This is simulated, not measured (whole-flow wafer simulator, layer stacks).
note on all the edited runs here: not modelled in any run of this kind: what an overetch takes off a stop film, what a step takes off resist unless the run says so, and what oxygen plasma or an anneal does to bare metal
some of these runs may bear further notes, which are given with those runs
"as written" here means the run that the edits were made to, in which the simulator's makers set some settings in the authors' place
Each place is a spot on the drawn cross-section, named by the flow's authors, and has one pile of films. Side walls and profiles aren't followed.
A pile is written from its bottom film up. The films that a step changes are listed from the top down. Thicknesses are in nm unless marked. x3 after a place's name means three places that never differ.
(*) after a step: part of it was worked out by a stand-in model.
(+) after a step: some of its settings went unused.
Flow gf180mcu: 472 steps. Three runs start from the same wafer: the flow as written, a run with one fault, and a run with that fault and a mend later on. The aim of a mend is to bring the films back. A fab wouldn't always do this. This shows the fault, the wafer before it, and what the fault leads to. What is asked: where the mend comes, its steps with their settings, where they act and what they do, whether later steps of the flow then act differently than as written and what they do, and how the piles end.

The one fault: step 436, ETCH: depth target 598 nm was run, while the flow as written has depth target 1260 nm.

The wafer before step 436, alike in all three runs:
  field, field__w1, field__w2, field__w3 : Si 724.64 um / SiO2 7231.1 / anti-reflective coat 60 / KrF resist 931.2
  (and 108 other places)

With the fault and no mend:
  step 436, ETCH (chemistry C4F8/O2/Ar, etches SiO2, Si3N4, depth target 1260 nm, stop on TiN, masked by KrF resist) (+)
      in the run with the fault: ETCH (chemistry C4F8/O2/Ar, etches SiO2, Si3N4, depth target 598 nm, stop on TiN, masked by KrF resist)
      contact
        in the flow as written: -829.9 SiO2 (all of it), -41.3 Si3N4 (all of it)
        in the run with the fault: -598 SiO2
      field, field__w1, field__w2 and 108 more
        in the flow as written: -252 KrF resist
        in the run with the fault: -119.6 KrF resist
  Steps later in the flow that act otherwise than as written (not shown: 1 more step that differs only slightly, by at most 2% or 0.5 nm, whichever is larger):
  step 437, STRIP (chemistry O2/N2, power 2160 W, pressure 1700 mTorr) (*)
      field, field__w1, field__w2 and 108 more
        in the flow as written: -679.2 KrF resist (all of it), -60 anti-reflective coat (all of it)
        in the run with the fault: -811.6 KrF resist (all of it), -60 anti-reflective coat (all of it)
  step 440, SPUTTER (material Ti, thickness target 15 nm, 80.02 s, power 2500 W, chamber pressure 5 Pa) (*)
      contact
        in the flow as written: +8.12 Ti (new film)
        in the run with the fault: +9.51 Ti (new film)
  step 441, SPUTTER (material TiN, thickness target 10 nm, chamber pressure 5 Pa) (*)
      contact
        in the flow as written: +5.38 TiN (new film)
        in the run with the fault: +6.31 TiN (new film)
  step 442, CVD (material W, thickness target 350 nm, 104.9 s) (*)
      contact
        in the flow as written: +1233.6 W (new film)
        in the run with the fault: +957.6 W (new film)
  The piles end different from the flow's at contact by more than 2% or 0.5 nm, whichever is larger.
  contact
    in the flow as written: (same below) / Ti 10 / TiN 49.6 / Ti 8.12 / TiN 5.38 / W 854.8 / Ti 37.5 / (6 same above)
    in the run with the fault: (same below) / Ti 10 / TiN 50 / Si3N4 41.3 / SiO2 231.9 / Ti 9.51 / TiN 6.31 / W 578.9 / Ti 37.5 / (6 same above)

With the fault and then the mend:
  After step 436 comes the mend.
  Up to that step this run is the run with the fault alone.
  step 436a, ETCH (chemistry C4F8/O2/Ar, etches SiO2, Si3N4, depth target 662 nm, stop on TiN, masked by KrF resist) (+) (the flow's step 436 again, with other settings)
      field, field__w1, field__w2 and 108 more
        -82 KrF resist
      contact
        -231.9 SiO2 (all of it), -41.3 Si3N4 (all of it)
  Steps later in the flow that act otherwise than as written:
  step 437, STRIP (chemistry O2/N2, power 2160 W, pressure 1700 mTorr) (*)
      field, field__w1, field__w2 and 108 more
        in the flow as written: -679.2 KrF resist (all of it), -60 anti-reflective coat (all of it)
        in the run with the mend: -729.6 KrF resist (all of it), -60 anti-reflective coat (all of it)
  The piles end the same as the flow's at every place that both follow.
